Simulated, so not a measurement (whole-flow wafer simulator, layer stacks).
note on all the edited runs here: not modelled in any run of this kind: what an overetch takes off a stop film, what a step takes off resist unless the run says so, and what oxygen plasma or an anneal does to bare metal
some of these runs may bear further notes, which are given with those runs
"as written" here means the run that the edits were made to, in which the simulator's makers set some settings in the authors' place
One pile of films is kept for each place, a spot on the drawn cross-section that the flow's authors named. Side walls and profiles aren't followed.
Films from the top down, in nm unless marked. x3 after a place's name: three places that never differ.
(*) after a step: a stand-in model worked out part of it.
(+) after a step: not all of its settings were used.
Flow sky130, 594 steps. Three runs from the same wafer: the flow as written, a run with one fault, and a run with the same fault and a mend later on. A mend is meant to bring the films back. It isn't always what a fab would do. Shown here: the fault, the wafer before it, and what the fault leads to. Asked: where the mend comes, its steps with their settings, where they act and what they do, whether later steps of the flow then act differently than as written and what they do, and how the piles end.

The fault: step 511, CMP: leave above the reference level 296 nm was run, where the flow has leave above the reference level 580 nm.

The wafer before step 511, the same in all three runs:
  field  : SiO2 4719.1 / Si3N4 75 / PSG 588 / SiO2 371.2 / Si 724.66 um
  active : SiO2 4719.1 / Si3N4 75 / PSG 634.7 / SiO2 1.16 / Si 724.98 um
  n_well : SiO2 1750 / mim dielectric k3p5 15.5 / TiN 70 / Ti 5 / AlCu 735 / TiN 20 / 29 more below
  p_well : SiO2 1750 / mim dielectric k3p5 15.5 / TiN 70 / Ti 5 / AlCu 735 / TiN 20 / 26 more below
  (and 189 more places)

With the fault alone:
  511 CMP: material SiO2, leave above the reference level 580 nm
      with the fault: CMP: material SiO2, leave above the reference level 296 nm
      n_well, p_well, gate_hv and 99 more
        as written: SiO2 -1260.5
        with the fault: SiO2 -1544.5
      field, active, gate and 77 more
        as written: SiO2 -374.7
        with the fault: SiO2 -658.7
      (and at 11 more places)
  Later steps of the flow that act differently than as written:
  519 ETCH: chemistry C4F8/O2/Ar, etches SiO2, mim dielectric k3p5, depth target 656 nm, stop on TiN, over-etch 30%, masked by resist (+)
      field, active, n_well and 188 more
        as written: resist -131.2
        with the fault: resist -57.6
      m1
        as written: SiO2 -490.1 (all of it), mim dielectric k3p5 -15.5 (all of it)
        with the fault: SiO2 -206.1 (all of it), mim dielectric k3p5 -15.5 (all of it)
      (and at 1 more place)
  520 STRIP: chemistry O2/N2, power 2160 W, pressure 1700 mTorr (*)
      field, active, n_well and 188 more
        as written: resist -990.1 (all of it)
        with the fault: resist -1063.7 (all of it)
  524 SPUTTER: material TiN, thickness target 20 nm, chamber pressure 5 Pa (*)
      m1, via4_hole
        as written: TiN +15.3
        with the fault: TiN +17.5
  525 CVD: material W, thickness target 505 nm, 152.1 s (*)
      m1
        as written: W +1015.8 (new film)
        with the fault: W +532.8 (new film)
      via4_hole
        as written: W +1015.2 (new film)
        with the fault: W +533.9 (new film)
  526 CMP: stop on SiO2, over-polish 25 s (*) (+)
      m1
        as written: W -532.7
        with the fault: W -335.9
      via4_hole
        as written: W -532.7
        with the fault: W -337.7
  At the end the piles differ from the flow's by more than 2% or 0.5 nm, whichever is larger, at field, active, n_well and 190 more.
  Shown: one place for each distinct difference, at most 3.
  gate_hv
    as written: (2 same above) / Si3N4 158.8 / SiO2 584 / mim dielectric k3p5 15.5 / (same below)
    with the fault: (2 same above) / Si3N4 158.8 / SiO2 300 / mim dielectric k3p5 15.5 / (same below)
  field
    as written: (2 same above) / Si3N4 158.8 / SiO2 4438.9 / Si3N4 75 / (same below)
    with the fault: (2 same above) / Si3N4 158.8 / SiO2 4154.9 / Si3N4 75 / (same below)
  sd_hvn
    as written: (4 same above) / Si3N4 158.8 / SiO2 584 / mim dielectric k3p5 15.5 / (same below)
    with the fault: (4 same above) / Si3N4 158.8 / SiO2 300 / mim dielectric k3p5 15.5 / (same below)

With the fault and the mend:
  The mend comes after step 518.
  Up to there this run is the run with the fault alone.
  518a STRIP: chemistry O2/N2, power 2160 W, pressure 1700 mTorr (*)
      field, active, n_well and 188 more
        resist -1121.3 (all of it)
  518b HDPCVD: thickness target 284 nm (*) (the flow's step 510 once more, with other settings)
      field, active, n_well and 190 more
        SiO2 +284
  518c HMDS: 120 C, 60 s (the flow's step 513 once more)
      changes no film at any place that is followed
  518d COAT: resist, thickness 1140 nm (the flow's step 514 once more)
      field, active, n_well and 190 more
        resist +1140 (new film)
  518e SOFTBAKE: resist (the flow's step 515 once more)
      changes no film at any place that is followed
  518f EXPOSE: photomask VIM4, dose 133.8 mJ/cm2, NA 0.6, wavelength 365 nm (*) (the flow's step 516 once more)
      changes no film at any place that is followed
  518g PEB: resist, 70.3 s (the flow's step 517 once more)
      field, active, n_well and 190 more
        resist -18.7
  518h DEVELOP: resist, thickness 1140 nm, developer TMAH-0.26N, 60 s (the flow's step 518 once more)
      m1, via4_hole
        resist -1121.3 (all of it)
  No later step of the flow acts differently than as written at any place that is followed.
  At the end the piles are the same as the flow's at every place that both follow.
